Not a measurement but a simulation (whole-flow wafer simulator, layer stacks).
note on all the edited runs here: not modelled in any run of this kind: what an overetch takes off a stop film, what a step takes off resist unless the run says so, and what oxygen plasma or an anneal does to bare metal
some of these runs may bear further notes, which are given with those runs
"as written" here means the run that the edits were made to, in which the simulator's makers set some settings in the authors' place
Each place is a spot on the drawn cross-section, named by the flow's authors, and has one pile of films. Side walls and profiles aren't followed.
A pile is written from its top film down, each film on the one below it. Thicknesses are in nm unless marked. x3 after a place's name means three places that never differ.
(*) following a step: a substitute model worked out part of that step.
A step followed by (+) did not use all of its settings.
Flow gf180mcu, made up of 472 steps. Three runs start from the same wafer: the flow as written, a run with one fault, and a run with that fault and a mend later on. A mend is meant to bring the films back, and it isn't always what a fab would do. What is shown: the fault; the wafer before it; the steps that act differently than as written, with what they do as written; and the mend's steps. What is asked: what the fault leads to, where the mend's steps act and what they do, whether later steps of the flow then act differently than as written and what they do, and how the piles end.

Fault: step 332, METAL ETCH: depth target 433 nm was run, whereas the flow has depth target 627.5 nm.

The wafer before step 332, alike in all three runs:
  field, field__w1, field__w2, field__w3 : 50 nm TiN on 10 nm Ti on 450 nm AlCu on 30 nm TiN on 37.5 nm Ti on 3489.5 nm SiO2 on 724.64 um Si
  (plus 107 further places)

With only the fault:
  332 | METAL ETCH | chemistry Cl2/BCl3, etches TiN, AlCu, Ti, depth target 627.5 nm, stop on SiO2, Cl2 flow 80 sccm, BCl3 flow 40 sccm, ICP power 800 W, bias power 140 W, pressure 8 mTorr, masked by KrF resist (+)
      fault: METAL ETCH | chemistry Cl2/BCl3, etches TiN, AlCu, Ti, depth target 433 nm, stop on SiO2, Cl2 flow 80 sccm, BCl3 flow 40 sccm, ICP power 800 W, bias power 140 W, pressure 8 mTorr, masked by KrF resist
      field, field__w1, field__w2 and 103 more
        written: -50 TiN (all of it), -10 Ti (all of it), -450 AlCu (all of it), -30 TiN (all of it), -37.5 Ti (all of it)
        fault: -50 TiN (all of it), -10 Ti (all of it), -373 AlCu
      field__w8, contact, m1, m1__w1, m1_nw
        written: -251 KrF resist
        fault: -173.2 KrF resist
  Steps further on in the flow that do not act as written:
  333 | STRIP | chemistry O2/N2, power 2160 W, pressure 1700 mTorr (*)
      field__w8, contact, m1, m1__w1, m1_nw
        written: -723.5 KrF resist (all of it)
        fault: -801.3 KrF resist (all of it)
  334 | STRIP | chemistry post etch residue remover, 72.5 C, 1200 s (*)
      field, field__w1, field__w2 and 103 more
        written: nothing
        fault: -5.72 AlCu
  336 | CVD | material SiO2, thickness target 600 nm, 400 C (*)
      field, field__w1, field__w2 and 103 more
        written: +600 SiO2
        fault: +600 SiO2 (new film)
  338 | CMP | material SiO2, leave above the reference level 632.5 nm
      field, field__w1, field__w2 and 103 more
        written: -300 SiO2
        fault: -438.8 SiO2
  At field, field__w1, field__w2 and 104 more, the piles at the end differ from the flow's by more than 2% or 0.5 nm, whichever is larger.
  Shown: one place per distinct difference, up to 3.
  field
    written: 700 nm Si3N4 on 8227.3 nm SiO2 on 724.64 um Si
    fault: 700 nm Si3N4 on 4599 nm SiO2 on 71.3 nm AlCu on 30 nm TiN on 37.5 nm Ti on 3489.5 nm SiO2 on 724.64 um Si
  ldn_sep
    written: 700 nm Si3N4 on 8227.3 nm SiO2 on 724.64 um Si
    fault: 700 nm Si3N4 on 4599 nm SiO2 on 71.3 nm AlCu on 30 nm TiN on 37.5 nm Ti on 3489.4 nm SiO2 on 724.64 um Si
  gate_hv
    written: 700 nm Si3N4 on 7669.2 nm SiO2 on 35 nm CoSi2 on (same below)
    fault: 700 nm Si3N4 on 4599 nm SiO2 on 71.3 nm AlCu on 30 nm TiN on 37.5 nm Ti on 2931.3 nm SiO2 on 35 nm CoSi2 on (same below)

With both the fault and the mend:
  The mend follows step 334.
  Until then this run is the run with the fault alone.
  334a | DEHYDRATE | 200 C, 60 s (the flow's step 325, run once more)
      alters no film at any place that is followed
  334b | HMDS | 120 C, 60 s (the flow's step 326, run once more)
      alters no film at any place that is followed
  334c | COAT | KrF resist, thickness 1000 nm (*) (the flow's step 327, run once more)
      iso_ptap_pw, iso_ntap_nw, iso_nw_fld and 33 more
        +1000 KrF resist (new film)
      field_sub, field_sub__w1, field_sub__w2 and 19 more
        +1002.6 KrF resist (new film)
      field__w1, field__w13, p_well and 7 more
        +1002.9 KrF resist (new film)
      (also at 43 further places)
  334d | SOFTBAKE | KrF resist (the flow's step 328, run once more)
      alters no film at any place that is followed
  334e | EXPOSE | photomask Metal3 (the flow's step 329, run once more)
      alters no film at any place that is followed
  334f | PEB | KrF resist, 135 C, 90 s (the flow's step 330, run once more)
      field__w1, field__w2, field__w3 and 56 more
        -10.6 KrF resist
      iso_ptap_pw, iso_ntap_nw, iso_nw_fld and 33 more
        -10.5 KrF resist
      gate_hv, sd_p, nw_sep_fld, polyc_n, polyc_n_rim
        -10.7 KrF resist
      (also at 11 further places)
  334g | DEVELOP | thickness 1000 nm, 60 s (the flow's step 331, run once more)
      iso_ptap_pw, iso_ntap_nw, iso_nw_fld and 33 more
        -989.5 KrF resist (all of it)
      field__w6, field_sub, field_sub__w1 and 20 more
        -992 KrF resist (all of it)
      p_well, sti, spacer and 6 more
        -992.3 KrF resist (all of it)
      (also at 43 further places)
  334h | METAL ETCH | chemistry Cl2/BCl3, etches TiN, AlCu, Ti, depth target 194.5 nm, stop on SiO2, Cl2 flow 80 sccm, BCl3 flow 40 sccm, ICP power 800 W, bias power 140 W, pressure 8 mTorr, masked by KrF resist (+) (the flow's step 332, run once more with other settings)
      field, field__w1, field__w2 and 103 more
        -71.3 AlCu (all of it), -30 TiN (all of it), -37.5 Ti (all of it)
      field__w8, contact, m1, m1__w1, m1_nw
        -77.8 KrF resist
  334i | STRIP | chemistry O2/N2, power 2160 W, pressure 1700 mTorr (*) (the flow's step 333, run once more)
      field__w8
        -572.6 KrF resist (all of it)
      contact
        -570.7 KrF resist (all of it)
      m1
        -573.3 KrF resist (all of it)
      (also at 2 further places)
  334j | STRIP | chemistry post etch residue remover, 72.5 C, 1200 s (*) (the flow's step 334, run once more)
      field__w8, contact, m1, m1__w1, m1_nw
        -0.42 TiN
  Every later step of the flow that is run acts as written, at every place that is followed, to within 2% or 0.5 nm, whichever is larger.
  The piles end only slightly different from the flow's at the places that both follow, by no more than 2% or 0.5 nm, whichever is larger.
